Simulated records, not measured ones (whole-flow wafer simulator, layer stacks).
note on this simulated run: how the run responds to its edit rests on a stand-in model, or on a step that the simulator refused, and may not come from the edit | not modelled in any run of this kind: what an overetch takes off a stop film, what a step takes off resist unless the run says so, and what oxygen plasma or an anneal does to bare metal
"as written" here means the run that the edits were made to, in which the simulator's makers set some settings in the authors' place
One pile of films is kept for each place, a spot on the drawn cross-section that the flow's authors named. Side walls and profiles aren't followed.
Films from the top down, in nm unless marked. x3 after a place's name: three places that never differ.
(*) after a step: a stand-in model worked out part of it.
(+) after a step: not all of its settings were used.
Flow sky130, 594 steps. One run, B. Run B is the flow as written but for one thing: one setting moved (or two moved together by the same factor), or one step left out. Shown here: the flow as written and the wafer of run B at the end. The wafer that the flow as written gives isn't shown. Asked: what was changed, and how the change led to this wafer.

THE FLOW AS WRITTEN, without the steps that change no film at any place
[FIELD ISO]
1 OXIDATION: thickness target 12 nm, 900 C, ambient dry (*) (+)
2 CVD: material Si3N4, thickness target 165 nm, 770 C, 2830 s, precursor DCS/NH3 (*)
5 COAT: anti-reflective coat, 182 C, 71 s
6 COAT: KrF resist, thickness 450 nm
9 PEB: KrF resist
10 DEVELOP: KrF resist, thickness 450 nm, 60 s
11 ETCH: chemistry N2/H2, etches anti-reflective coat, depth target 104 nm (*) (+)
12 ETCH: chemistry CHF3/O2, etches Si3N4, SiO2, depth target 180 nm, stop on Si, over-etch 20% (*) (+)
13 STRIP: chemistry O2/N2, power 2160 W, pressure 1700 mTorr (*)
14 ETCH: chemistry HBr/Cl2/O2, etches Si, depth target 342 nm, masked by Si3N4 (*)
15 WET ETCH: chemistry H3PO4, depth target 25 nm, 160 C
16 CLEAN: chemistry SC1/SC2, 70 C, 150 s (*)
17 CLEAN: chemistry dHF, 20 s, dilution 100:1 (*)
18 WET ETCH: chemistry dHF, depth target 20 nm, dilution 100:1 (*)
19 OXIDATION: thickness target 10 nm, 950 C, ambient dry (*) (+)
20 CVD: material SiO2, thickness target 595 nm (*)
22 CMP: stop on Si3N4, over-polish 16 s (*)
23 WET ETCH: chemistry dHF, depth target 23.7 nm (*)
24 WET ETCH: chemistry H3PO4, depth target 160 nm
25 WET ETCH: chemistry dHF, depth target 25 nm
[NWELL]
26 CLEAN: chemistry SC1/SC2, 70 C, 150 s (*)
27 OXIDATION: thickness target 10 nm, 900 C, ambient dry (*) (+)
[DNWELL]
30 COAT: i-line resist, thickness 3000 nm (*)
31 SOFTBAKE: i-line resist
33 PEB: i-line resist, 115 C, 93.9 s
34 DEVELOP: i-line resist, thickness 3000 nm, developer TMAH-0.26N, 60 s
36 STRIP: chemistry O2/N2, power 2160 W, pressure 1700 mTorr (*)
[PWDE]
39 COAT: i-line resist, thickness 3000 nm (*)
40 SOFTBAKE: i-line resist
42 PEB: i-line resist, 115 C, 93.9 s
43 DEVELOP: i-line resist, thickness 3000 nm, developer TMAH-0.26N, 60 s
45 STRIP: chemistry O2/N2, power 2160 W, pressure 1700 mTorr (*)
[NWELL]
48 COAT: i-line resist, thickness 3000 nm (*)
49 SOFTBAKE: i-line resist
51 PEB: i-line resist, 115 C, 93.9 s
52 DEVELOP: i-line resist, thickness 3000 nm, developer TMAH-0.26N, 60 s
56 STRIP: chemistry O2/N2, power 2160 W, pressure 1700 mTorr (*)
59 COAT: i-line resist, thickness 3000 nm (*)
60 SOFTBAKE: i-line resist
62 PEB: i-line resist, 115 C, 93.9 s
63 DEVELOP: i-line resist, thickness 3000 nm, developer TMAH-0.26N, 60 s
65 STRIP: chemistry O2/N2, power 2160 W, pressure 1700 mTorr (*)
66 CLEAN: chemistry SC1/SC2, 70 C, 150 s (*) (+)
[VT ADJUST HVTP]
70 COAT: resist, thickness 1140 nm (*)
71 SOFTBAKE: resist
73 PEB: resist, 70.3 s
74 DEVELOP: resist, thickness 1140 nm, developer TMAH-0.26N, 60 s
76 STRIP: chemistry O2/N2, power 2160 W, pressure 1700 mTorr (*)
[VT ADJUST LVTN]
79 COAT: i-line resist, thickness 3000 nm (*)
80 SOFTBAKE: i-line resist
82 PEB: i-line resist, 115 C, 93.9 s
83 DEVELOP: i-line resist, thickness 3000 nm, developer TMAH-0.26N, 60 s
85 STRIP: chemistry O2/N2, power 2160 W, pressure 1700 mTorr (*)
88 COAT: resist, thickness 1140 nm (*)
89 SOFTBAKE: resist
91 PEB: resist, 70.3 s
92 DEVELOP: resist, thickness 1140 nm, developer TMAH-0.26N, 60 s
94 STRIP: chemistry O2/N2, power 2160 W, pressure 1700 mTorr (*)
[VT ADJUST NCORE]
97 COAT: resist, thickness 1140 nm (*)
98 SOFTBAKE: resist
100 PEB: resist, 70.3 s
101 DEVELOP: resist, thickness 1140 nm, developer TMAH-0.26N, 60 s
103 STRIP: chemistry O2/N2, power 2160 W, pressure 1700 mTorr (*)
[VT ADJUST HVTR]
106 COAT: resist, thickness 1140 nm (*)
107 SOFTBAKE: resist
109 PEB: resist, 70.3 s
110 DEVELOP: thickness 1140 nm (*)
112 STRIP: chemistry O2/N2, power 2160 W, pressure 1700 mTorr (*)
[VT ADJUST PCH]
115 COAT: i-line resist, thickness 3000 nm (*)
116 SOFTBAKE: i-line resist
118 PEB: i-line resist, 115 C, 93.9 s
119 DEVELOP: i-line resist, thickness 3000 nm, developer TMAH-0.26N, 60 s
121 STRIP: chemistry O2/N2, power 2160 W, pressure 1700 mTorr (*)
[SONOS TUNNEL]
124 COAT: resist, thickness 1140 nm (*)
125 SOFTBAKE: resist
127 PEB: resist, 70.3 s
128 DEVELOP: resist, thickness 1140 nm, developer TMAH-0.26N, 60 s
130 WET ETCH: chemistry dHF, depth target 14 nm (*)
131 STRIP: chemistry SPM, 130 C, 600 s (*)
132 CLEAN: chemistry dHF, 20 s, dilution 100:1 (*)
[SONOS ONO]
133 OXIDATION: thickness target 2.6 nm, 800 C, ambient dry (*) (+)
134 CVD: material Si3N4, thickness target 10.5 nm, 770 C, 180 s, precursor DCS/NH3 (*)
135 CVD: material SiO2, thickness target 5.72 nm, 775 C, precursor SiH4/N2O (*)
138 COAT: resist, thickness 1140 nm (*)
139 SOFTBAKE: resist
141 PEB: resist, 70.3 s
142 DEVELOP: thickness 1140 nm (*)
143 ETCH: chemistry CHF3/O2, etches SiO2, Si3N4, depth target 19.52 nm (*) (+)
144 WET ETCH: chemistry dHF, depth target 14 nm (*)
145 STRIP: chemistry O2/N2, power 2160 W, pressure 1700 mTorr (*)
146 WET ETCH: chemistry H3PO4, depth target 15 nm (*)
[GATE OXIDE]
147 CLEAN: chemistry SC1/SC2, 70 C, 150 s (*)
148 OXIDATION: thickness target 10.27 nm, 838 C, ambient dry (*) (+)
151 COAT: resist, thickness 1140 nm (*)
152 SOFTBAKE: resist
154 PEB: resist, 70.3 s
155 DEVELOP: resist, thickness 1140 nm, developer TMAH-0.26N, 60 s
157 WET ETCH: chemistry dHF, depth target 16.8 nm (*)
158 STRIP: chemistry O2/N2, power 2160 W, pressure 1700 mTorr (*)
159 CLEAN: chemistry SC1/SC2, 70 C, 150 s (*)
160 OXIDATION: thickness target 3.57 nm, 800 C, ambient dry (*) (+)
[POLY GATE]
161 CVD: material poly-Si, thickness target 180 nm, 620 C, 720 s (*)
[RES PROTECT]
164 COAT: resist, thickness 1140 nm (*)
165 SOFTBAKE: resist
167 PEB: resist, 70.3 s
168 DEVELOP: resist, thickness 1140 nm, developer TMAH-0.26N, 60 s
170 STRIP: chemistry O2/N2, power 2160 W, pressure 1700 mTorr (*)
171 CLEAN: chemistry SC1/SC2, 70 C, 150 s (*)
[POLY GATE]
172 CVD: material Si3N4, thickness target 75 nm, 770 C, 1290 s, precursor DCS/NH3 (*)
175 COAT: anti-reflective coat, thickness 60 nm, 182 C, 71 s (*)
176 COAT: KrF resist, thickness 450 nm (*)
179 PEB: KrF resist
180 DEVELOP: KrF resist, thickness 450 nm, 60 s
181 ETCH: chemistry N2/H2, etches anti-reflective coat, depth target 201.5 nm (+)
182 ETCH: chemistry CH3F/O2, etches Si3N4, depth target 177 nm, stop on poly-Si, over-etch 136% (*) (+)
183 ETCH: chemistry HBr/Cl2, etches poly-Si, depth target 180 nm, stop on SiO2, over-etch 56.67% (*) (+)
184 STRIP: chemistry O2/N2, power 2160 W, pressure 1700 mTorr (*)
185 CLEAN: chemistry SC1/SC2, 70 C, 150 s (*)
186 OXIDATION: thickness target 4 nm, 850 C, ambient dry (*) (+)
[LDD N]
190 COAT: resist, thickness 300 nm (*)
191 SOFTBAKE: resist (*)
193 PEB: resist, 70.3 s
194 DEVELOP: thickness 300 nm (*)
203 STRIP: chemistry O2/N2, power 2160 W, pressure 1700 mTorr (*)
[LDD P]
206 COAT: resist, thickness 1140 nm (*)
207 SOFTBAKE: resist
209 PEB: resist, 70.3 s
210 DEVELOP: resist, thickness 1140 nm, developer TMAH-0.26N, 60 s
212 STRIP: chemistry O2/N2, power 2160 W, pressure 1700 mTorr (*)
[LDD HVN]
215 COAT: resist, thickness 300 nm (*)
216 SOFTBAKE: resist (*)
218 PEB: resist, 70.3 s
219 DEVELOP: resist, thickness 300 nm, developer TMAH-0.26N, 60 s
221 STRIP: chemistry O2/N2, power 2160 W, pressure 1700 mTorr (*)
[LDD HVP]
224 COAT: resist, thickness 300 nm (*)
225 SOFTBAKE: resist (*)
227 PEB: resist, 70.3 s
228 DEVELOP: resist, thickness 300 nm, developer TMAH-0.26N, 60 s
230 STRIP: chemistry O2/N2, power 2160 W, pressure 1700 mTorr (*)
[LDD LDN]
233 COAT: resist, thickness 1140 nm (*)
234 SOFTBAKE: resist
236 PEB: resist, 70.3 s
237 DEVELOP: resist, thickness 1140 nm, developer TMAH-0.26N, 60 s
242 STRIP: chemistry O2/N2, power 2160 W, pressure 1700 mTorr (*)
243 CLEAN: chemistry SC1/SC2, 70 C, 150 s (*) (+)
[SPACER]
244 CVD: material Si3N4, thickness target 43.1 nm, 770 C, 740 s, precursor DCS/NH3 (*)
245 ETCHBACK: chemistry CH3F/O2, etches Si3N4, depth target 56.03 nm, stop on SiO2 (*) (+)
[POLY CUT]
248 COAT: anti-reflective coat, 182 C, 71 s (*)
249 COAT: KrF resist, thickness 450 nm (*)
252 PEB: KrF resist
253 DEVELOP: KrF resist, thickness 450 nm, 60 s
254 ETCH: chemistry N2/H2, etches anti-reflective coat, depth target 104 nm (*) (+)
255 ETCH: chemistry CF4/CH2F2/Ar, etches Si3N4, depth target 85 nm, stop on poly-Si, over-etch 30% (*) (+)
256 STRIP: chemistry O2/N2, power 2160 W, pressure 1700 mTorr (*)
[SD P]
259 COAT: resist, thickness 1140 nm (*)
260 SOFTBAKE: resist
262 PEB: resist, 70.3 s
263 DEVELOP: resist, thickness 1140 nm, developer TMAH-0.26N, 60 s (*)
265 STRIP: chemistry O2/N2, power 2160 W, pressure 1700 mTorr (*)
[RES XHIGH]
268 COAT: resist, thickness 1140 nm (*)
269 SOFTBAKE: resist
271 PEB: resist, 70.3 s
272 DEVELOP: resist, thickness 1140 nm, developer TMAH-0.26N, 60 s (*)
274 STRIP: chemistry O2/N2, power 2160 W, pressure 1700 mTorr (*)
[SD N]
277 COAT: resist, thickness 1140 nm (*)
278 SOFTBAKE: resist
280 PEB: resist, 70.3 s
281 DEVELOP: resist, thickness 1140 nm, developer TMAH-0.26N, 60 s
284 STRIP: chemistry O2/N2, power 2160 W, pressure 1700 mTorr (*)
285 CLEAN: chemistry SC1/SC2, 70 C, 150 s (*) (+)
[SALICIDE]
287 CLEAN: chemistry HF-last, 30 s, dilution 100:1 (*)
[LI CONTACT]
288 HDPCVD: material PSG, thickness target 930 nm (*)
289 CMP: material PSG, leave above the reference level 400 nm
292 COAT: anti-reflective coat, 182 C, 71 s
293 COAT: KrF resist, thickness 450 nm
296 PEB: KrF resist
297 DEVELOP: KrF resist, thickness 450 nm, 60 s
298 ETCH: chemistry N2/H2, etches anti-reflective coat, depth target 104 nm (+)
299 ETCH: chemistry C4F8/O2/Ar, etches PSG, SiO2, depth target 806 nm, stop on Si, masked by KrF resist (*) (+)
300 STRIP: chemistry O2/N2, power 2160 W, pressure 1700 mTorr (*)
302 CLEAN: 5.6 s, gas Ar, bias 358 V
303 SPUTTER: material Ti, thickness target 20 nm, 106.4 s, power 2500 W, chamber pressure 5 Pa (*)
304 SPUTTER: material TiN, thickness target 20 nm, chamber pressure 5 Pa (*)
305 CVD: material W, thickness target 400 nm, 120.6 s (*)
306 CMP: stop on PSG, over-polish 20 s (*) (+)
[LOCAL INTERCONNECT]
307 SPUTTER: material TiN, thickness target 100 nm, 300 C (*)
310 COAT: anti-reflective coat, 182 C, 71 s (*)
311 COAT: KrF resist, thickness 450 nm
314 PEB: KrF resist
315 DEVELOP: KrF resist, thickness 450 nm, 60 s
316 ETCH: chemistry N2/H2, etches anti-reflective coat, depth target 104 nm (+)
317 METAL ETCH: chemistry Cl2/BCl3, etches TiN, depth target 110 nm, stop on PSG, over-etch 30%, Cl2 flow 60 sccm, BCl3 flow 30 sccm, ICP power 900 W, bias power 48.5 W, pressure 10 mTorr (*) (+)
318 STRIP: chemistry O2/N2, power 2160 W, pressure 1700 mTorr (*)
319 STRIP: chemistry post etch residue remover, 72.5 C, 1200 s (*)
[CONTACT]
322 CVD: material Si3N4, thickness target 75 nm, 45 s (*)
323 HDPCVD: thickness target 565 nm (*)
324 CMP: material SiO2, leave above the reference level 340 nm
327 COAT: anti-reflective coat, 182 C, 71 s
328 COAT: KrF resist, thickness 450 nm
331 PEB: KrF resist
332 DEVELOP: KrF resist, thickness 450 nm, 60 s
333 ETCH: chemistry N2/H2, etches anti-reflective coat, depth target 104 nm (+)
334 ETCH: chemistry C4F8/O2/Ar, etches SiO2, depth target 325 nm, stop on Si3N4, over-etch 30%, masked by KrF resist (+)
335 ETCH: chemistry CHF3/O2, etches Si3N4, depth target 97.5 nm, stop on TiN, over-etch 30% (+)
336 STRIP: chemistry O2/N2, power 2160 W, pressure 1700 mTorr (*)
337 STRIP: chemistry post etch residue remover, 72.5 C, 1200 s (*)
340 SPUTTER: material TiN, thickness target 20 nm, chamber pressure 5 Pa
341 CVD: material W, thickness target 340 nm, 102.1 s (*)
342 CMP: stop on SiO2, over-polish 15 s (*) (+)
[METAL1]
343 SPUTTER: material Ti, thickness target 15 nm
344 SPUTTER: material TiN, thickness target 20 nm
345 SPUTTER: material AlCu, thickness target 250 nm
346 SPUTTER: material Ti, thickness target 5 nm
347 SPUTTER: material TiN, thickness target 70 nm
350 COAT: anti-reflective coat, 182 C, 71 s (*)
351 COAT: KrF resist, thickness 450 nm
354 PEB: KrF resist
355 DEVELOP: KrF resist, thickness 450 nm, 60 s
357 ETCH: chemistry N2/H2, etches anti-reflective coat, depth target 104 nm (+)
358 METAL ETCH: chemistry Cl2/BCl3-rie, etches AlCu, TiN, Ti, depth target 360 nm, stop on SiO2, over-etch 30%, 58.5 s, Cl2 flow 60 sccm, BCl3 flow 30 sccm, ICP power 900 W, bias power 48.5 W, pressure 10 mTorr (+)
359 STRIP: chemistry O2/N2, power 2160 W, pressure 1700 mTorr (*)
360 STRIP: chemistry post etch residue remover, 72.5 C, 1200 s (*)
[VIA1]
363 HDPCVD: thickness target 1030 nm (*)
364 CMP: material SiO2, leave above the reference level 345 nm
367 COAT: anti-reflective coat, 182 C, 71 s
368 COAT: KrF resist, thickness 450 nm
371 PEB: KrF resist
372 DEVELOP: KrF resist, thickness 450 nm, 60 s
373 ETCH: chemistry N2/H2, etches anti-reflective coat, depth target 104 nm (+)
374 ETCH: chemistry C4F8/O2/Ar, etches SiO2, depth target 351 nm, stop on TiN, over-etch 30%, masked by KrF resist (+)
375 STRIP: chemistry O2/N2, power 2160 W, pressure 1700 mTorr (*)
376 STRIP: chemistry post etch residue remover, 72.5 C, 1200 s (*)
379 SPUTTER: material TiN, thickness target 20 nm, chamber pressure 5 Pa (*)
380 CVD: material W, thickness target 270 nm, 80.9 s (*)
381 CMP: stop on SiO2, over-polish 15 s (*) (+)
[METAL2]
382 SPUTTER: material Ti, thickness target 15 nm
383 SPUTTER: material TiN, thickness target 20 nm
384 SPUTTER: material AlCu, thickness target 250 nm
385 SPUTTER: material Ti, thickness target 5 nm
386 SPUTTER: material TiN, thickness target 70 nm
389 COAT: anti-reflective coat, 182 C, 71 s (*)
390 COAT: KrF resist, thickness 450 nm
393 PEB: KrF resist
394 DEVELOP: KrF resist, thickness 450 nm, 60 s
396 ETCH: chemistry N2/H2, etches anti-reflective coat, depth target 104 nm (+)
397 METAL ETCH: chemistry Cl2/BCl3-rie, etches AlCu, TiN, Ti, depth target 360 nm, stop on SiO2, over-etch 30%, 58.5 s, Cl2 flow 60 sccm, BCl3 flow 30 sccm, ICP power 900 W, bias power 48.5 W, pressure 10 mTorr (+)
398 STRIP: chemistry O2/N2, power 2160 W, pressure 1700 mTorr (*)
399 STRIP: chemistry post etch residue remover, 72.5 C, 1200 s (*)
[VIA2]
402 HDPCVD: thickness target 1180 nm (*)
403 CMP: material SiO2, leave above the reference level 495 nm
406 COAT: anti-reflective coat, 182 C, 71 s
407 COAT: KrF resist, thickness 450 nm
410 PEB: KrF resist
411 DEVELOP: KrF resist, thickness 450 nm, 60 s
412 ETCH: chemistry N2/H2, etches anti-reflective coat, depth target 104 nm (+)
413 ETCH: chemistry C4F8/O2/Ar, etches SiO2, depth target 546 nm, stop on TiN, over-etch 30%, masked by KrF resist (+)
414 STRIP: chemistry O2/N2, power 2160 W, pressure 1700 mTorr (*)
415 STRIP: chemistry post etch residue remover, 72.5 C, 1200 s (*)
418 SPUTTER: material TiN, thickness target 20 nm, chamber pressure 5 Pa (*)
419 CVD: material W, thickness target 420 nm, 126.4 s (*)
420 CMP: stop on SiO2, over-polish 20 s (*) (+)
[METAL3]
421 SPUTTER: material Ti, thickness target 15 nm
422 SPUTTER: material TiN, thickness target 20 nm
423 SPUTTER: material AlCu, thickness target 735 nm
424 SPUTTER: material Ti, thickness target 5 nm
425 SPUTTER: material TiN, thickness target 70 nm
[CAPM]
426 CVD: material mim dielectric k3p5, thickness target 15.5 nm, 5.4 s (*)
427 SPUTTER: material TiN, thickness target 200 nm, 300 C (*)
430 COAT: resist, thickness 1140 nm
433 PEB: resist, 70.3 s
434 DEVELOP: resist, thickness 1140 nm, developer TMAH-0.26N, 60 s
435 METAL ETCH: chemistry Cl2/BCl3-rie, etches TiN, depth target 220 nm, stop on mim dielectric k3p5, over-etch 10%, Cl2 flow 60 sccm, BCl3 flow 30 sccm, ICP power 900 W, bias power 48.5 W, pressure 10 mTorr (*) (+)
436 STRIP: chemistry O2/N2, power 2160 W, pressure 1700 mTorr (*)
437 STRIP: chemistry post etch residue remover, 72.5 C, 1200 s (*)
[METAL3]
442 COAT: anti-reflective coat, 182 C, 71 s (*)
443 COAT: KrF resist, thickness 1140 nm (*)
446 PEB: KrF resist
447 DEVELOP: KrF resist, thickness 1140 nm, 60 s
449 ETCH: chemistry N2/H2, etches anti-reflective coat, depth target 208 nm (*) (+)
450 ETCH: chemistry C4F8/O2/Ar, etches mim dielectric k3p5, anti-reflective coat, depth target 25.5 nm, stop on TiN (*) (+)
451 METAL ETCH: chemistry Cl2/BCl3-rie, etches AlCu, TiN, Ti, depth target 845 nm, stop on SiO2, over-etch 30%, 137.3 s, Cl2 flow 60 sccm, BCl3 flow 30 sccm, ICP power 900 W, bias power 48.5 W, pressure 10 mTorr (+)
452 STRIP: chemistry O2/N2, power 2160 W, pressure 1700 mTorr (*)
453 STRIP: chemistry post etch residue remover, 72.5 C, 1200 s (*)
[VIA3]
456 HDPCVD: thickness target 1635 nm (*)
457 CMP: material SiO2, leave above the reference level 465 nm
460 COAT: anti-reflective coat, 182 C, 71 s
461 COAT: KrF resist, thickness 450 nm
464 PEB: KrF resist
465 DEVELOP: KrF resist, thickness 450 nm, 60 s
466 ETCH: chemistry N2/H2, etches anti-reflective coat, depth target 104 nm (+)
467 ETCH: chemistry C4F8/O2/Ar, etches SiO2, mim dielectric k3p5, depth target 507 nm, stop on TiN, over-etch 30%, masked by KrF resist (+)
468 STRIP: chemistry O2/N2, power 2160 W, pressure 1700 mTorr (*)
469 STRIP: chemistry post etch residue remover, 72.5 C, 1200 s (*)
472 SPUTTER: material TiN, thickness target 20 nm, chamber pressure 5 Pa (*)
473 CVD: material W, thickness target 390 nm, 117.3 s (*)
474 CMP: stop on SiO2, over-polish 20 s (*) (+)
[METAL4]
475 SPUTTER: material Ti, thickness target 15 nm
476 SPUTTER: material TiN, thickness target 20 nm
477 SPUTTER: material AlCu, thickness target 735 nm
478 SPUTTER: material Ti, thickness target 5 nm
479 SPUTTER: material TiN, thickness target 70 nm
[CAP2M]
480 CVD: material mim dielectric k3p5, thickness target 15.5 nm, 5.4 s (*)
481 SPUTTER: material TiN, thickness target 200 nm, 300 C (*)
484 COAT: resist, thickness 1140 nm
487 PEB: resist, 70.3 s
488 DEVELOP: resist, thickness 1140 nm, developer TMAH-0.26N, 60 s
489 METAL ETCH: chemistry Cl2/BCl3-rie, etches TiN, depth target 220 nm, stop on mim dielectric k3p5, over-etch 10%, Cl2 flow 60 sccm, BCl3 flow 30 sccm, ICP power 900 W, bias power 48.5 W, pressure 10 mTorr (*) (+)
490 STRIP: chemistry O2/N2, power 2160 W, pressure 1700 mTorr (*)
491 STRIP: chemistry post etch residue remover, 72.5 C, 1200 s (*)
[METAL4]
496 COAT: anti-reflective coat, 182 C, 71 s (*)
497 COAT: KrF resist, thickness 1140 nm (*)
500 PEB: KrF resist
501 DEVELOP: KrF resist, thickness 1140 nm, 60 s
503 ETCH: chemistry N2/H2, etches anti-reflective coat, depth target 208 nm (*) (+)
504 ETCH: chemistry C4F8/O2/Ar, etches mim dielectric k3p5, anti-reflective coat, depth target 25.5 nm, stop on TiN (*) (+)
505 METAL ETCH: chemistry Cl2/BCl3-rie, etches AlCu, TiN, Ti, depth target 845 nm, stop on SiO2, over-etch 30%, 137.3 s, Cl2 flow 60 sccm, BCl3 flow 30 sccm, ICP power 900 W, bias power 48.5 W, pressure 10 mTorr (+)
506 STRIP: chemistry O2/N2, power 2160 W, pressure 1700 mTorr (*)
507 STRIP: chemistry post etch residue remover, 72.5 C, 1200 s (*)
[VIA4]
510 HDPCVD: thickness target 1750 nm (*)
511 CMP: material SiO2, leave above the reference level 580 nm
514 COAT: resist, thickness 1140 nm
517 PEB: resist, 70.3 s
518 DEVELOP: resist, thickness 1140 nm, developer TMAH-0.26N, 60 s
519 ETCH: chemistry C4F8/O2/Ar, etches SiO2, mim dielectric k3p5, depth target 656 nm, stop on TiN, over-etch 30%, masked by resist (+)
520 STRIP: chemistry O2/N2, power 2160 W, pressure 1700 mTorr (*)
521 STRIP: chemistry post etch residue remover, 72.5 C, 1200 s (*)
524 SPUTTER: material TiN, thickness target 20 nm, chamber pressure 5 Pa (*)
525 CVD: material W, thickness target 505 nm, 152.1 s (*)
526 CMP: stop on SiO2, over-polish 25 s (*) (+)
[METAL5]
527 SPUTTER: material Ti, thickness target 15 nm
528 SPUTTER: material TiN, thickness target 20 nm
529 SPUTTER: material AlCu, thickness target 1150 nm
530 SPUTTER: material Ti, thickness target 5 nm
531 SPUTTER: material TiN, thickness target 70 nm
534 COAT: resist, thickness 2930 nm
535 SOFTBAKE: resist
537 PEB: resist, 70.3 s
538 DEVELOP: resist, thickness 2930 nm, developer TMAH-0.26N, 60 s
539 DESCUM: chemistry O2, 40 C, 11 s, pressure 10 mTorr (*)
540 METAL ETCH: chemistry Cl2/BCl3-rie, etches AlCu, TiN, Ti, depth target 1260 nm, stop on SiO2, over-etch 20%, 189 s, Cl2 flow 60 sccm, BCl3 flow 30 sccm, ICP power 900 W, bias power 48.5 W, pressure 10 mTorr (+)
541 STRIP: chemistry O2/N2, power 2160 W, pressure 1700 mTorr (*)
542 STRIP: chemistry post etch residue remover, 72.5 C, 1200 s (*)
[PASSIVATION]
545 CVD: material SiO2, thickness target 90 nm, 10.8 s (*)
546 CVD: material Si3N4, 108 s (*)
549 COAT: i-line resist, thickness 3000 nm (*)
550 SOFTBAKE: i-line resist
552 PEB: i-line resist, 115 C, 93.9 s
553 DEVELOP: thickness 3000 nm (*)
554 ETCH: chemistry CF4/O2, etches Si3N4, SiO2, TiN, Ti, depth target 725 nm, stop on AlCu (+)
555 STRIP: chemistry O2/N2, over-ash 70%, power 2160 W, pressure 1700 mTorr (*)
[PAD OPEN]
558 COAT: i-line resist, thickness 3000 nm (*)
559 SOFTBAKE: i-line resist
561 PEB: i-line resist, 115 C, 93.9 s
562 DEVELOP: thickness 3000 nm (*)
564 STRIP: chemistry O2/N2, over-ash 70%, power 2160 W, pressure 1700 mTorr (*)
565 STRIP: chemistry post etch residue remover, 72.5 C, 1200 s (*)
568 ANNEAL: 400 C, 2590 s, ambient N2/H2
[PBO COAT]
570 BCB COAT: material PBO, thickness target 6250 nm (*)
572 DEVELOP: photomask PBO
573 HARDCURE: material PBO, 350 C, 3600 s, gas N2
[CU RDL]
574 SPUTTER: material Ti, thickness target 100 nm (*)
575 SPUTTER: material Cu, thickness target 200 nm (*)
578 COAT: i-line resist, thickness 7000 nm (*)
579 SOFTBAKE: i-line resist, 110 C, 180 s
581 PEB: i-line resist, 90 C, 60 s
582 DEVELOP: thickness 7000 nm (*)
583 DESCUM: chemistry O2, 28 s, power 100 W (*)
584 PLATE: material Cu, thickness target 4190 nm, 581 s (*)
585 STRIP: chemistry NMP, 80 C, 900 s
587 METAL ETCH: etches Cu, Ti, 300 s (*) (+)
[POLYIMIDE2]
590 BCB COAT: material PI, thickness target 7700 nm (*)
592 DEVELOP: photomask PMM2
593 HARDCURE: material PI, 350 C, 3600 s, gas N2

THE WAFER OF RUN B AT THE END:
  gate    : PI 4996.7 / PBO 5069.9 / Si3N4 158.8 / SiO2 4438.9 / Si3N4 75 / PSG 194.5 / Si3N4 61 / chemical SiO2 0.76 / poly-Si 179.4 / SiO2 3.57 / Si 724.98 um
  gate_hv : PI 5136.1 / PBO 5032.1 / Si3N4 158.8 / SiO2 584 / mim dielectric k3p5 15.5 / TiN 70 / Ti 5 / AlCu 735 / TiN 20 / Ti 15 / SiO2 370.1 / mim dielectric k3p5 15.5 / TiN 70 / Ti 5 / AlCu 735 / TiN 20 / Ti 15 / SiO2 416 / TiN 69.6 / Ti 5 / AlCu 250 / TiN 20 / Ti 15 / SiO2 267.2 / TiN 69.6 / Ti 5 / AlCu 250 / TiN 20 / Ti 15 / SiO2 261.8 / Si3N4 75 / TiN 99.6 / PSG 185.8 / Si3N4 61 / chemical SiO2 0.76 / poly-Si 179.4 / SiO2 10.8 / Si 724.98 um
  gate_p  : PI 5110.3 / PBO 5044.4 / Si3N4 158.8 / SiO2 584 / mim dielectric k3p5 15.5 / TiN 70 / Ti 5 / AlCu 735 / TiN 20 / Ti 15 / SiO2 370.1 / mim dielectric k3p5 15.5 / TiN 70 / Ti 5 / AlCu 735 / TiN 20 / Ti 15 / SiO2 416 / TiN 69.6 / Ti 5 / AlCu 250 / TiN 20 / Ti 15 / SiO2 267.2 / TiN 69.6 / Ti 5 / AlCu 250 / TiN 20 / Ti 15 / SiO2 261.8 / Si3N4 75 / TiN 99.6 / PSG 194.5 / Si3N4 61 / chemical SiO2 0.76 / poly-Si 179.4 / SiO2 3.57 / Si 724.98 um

The cause: step 289, CMP: leave above the reference level 204 nm was run, where the flow has leave above the reference level 400 nm.

How the change led to this, step by step:
  289 CMP: material PSG, leave above the reference level 400 nm
      gate, spacer, gate_p and 34 more: PSG -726 (as written it would be: PSG -530)
      mim, vpp_sp, vpp_ln and 30 more: PSG -529.9 (as written it would be: PSG -333.9)
      (and at 122 more places)
  299 ETCH: chemistry C4F8/O2/Ar, etches PSG, SiO2, depth target 806 nm, stop on Si, masked by KrF resist (*) (+)
      field, active, n_well and 184 more: KrF resist -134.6 (as written it would be: KrF resist -161.2)
      contact, ndiff_licon, ndiff_licon_cpp: PSG -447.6 (all of it), SiO2 -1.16 (all of it) (as written it would be: PSG -643.6 (all of it), SiO2 -1.16 (all of it))
      (and at 2 more places)
  300 STRIP: chemistry O2/N2, power 2160 W, pressure 1700 mTorr (*)
      field, active, n_well and 184 more: KrF resist -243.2 (all of it), anti-reflective coat -80 (all of it) (as written it would be: KrF resist -216.6 (all of it), anti-reflective coat -80 (all of it))
  303 SPUTTER: material Ti, thickness target 20 nm, 106.4 s, power 2500 W, chamber pressure 5 Pa (*)
      ndiff_licon: Ti +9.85 (new film) (as written it would be: Ti +7.24 (new film))
      ndiff_licon_cpp: Ti +8.87 (new film) (as written it would be: Ti +6.53 (new film))
      (and at 1 more place)
  304 SPUTTER: material TiN, thickness target 20 nm, chamber pressure 5 Pa (*)
      ndiff_licon: TiN +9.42 (new film) (as written it would be: TiN +6.83 (new film))
      ndiff_licon_cpp: TiN +8.51 (new film) (as written it would be: TiN +6.17 (new film))
      (and at 1 more place)
  305 CVD: material W, thickness target 400 nm, 120.6 s (*)
      ndiff_licon: W +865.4 (new film) (as written it would be: W +1066.5 (new film))
      ndiff_licon_cpp: W +867.2 (new film) (as written it would be: W +1067.9 (new film))
      (and at 1 more place)
  306 CMP: stop on PSG, over-polish 20 s (*) (+)
      poly_licon: W -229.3 (as written it would be: W -33.3)
